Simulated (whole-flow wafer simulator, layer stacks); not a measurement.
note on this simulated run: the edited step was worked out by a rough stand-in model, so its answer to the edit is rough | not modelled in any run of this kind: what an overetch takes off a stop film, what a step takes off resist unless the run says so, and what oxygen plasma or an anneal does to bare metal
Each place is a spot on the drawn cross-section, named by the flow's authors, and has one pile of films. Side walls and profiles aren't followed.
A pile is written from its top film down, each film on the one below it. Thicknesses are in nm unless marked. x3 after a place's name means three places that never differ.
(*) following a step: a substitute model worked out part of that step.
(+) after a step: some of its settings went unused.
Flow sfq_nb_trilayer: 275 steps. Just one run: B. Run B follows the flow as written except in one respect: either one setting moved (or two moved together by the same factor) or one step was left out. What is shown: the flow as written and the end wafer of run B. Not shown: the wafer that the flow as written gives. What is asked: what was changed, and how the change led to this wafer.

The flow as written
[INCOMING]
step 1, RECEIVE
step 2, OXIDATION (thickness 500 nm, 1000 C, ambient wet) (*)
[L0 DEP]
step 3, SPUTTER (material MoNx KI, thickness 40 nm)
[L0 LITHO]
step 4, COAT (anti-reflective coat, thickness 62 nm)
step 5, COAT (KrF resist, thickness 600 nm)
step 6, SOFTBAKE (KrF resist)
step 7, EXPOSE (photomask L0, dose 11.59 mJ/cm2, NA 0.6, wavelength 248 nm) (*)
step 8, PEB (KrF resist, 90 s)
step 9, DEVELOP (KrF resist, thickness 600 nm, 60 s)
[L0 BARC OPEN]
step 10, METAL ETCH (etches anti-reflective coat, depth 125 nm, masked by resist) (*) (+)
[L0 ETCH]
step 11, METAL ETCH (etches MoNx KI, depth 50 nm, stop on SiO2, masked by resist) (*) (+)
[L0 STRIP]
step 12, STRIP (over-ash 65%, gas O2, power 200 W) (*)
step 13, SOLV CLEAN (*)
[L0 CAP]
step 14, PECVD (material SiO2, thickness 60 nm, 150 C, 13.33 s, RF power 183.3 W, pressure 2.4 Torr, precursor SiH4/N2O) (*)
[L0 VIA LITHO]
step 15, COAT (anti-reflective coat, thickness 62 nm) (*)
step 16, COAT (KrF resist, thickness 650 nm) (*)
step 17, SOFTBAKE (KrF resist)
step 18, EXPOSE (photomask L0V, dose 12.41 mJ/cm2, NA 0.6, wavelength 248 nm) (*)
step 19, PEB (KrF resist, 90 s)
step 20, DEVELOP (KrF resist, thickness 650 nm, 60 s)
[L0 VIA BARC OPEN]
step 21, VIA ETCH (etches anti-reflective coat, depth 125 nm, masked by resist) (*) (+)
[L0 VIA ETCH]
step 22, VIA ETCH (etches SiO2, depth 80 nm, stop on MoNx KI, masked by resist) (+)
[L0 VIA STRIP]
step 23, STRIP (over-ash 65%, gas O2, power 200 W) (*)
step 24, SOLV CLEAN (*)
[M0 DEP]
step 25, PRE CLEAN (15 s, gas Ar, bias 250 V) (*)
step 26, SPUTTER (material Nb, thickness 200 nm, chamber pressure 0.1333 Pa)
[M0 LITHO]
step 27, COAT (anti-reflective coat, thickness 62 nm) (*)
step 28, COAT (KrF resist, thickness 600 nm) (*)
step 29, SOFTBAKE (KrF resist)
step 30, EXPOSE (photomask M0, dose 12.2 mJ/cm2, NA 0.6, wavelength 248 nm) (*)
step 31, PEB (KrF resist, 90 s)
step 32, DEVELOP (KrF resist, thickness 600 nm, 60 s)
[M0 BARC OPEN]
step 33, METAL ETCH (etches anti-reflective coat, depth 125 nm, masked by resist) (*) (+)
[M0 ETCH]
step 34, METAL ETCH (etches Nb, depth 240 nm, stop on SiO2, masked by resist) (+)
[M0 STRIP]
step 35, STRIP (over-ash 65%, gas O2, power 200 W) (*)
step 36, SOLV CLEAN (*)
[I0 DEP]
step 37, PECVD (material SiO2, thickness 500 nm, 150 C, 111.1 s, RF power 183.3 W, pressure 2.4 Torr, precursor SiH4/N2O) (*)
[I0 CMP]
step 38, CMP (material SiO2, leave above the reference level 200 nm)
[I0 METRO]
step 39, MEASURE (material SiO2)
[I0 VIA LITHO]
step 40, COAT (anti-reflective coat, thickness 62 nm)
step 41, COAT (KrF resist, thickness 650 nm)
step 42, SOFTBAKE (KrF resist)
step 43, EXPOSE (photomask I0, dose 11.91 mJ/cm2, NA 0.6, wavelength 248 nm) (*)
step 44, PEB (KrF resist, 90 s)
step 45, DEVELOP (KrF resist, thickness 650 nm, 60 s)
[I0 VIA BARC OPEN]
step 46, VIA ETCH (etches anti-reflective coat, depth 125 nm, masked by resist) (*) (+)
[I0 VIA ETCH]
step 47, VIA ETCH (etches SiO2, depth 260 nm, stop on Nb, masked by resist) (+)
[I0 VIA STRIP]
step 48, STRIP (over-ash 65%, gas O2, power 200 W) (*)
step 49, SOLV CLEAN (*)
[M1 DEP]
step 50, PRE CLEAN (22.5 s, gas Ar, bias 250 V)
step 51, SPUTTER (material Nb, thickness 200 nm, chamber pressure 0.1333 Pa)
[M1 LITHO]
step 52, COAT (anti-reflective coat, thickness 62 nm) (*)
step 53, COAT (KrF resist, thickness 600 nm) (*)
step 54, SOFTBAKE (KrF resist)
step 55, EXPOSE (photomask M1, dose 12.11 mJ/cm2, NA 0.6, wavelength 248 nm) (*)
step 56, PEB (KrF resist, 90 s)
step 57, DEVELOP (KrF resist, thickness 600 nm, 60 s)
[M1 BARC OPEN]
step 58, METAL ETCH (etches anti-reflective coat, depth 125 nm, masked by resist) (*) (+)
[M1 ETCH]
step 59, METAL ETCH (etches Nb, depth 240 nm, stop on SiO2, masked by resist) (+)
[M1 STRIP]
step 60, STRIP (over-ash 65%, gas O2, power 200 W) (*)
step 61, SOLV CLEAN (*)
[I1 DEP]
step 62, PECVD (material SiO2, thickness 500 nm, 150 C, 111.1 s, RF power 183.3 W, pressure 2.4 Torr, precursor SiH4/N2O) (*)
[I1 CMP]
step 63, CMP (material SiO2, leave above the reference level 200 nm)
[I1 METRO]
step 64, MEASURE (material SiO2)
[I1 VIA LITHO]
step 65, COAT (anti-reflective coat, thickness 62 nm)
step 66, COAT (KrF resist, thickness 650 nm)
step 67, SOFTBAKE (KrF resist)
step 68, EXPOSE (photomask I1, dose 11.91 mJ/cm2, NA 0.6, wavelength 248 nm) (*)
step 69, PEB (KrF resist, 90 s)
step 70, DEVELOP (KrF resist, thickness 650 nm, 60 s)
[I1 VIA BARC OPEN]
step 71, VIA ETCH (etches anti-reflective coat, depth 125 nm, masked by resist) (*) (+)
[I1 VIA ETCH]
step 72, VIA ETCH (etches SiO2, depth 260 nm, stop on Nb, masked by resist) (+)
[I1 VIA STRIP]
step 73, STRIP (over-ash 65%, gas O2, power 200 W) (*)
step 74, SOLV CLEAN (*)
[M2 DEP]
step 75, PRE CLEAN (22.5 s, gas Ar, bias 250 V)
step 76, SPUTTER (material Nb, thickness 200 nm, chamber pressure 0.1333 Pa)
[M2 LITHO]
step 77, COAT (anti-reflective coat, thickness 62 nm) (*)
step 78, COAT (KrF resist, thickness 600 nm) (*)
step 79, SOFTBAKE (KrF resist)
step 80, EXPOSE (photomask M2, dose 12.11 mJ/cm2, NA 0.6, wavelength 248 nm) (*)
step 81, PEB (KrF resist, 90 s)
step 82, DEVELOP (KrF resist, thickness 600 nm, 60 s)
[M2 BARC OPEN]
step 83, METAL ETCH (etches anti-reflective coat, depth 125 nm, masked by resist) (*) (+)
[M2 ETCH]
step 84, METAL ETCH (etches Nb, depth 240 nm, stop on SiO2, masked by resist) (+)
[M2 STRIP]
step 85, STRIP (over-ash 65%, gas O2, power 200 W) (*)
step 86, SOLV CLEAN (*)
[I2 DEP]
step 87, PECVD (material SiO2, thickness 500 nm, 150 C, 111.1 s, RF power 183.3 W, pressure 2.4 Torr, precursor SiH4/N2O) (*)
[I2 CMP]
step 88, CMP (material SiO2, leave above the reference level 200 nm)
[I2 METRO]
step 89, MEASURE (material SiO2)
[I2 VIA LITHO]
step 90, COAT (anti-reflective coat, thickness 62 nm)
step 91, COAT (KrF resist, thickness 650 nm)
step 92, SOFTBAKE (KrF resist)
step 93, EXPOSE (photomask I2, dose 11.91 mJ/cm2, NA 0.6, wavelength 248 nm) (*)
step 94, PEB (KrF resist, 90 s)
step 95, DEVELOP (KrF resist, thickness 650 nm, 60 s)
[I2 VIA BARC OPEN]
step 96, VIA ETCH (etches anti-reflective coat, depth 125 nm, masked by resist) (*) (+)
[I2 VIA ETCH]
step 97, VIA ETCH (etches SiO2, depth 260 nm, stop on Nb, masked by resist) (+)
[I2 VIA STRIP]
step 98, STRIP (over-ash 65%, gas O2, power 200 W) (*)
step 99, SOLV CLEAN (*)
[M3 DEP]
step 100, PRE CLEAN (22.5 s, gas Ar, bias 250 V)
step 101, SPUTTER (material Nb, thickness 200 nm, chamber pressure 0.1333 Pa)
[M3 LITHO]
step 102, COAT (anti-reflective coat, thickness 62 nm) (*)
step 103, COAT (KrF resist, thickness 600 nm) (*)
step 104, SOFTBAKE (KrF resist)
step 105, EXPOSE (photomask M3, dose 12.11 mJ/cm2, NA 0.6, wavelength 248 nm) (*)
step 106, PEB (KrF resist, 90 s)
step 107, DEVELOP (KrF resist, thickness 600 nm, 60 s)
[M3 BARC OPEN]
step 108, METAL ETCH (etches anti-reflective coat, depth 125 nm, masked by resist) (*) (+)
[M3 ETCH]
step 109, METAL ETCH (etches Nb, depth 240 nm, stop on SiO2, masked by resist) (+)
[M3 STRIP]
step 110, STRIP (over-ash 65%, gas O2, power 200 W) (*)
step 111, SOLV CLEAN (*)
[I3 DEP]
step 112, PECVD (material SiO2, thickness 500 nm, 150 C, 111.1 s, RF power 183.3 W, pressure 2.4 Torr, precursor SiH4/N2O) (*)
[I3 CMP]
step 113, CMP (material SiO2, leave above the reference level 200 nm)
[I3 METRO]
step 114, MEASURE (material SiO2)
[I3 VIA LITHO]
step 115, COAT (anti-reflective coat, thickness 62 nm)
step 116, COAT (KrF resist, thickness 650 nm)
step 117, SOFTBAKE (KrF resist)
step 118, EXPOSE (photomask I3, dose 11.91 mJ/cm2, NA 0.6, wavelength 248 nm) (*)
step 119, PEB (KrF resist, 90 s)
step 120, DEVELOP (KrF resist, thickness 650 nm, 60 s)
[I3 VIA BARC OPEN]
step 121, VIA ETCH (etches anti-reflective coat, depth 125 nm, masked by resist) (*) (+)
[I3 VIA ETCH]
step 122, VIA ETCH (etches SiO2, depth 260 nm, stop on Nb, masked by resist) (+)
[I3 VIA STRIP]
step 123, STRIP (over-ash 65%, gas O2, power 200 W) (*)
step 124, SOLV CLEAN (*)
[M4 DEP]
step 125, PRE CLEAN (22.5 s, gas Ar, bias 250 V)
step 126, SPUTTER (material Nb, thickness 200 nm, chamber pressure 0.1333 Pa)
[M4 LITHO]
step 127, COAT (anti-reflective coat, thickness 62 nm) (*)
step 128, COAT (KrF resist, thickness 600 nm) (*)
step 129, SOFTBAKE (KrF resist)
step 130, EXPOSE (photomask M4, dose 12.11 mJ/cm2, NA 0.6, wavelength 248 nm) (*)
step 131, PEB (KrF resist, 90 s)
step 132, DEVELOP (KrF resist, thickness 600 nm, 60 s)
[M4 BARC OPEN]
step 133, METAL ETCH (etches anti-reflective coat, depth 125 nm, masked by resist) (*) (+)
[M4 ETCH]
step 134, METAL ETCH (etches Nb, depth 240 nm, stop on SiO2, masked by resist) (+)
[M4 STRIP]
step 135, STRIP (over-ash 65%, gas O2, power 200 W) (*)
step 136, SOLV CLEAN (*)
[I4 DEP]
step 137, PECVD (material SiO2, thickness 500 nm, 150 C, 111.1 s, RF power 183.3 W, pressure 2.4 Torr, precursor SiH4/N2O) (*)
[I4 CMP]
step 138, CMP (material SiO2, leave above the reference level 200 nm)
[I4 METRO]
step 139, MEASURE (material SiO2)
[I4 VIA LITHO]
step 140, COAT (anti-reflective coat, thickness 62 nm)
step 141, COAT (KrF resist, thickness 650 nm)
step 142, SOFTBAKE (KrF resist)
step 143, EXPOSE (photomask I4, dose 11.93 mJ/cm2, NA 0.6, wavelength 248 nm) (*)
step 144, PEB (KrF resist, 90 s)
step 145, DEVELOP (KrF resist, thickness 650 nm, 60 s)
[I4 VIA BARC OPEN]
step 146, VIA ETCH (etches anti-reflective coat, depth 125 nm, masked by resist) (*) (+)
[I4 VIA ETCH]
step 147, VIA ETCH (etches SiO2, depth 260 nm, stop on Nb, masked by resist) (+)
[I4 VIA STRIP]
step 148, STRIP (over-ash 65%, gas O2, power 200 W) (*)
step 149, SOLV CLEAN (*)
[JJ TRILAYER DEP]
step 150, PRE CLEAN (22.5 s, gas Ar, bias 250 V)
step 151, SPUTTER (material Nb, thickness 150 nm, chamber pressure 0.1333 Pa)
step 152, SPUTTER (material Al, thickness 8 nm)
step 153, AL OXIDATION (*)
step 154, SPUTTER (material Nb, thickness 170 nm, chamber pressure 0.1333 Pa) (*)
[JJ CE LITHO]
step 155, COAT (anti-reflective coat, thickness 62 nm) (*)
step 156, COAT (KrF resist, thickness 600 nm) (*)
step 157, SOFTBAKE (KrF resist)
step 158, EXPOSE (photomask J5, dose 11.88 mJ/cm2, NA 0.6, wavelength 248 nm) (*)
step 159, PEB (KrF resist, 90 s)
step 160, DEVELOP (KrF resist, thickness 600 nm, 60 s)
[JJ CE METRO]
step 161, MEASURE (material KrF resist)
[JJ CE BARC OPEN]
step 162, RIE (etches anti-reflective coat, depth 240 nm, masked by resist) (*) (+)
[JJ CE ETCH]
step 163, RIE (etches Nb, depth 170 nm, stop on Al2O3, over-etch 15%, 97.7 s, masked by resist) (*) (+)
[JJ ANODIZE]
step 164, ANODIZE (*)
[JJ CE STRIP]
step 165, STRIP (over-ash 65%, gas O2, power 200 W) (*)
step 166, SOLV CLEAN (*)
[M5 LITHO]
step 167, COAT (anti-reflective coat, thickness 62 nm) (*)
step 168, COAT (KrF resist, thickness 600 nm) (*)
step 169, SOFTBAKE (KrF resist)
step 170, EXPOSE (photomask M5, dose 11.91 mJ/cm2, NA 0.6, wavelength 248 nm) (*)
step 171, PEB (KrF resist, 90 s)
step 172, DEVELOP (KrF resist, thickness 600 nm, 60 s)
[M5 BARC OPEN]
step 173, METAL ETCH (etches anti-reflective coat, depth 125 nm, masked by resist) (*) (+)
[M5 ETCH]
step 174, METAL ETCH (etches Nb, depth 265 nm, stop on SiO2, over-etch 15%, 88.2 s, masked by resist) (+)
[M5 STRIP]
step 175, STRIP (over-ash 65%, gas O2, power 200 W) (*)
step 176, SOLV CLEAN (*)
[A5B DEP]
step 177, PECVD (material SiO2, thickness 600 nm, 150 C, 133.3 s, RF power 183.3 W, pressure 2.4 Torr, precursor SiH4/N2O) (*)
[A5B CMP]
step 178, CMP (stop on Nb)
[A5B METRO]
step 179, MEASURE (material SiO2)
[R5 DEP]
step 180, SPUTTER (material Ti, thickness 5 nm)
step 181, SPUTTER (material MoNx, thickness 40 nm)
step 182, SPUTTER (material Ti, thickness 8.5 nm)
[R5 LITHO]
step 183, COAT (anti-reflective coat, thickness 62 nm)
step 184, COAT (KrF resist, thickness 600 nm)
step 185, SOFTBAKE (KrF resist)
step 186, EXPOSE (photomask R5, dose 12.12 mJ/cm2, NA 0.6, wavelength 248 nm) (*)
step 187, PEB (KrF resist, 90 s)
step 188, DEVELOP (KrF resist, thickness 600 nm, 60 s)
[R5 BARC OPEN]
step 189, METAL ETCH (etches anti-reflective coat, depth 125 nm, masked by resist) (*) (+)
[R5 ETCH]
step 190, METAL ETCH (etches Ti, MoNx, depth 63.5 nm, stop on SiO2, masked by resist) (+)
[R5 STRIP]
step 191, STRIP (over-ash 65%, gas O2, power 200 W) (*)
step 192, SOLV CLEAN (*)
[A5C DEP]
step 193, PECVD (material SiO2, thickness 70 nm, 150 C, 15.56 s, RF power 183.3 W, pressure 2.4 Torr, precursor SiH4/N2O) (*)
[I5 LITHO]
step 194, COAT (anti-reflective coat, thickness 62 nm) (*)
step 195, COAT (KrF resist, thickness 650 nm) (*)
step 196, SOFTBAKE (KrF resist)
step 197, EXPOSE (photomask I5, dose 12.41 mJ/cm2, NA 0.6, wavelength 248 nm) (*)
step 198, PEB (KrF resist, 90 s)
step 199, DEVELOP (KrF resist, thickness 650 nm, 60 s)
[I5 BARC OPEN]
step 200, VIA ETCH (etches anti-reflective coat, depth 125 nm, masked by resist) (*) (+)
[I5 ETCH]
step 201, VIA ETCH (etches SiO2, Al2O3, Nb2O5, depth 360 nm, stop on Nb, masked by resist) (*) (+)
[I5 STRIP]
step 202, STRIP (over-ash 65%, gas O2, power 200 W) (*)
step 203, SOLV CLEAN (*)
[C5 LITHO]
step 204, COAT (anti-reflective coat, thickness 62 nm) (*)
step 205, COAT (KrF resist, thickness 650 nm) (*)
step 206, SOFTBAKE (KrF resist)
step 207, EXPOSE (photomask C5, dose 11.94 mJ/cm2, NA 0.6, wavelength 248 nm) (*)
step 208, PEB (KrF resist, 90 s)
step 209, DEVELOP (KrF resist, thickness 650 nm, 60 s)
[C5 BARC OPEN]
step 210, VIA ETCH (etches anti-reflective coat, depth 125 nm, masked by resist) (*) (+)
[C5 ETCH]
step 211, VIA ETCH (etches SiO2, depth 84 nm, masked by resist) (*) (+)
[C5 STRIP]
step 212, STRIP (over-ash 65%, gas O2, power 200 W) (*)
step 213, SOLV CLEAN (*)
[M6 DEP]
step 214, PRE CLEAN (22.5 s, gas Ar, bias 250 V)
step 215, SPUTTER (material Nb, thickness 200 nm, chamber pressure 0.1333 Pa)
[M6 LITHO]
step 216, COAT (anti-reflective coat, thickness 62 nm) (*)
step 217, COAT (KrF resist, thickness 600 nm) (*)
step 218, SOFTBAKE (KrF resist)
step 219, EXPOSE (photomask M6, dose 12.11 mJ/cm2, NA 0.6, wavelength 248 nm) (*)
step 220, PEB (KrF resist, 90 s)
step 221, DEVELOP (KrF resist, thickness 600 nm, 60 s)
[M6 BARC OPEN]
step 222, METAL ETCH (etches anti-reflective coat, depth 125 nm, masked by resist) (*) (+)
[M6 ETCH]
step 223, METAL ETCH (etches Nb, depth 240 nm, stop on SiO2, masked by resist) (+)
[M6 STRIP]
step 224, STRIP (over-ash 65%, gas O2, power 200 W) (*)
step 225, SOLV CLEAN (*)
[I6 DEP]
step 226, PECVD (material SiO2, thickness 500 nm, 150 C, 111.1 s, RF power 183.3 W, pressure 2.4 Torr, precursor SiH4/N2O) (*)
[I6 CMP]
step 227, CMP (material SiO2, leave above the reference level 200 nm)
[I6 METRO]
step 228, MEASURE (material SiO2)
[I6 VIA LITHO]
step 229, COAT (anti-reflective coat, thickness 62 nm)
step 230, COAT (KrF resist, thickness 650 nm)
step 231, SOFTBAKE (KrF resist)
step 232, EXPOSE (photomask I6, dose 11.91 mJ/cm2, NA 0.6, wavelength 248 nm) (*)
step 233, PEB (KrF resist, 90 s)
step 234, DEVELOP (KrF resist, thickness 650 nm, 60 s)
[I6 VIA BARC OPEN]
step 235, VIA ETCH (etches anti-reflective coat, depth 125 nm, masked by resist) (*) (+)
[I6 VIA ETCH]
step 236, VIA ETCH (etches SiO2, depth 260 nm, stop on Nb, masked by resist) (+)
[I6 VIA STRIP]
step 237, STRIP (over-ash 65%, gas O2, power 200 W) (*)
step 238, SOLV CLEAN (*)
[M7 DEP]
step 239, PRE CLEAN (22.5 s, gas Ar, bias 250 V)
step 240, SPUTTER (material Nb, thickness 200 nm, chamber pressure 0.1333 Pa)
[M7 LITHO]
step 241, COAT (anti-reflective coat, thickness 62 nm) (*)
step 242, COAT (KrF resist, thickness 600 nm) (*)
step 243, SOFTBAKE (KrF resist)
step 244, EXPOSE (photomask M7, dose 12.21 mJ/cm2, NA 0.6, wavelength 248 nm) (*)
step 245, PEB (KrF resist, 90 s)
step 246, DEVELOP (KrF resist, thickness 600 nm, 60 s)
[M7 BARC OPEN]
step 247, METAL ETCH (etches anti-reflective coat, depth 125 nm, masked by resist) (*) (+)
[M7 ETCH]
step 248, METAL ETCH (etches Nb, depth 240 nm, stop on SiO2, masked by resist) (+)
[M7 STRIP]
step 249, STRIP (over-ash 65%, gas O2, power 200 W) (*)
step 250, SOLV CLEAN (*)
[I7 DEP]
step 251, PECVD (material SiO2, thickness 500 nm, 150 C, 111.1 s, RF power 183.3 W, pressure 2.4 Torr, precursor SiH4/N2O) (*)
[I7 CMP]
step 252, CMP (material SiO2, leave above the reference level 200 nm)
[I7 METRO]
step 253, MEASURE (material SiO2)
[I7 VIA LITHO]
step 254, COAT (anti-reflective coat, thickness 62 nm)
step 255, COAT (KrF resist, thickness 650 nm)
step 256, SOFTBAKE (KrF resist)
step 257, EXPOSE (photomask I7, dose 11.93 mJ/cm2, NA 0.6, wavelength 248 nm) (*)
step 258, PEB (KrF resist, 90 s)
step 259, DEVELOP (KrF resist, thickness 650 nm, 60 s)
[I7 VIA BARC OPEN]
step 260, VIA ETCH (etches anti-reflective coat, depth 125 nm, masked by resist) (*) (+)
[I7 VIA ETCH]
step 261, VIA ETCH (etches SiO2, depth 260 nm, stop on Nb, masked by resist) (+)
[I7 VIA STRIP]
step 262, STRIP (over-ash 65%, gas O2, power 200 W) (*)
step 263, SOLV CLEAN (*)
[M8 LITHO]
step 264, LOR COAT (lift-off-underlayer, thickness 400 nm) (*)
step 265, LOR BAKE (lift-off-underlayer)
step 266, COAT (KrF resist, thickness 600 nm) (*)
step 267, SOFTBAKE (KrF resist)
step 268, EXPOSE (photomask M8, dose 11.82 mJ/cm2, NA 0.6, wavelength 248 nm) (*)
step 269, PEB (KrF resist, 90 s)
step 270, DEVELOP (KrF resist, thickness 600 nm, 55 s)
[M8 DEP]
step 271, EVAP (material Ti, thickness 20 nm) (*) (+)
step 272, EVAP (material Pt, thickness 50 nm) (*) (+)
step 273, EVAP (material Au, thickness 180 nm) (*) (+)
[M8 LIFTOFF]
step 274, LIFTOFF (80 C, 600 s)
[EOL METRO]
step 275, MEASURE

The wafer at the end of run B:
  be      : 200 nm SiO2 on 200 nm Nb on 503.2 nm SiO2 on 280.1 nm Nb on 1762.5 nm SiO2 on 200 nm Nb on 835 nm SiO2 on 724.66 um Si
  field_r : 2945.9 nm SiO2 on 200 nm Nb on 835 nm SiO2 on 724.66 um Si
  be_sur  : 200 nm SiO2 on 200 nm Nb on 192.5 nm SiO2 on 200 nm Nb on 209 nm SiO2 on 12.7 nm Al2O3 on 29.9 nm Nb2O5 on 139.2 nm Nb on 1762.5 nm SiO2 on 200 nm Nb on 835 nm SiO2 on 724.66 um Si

Cause: step 2, OXIDATION: thickness 780 nm was run, while the flow as written has thickness 500 nm.

Step by step, how the change led to this:
  step 2, OXIDATION (thickness 500 nm, 1000 C, ambient wet) (*)
      field_l, v_sur, via_wl and 103 more: +780 SiO2 (new film), -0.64 chemical SiO2 (all of it), -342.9 Si (in the flow as written it would be: +500 SiO2 (new film), -0.64 chemical SiO2 (all of it), -219.7 Si)
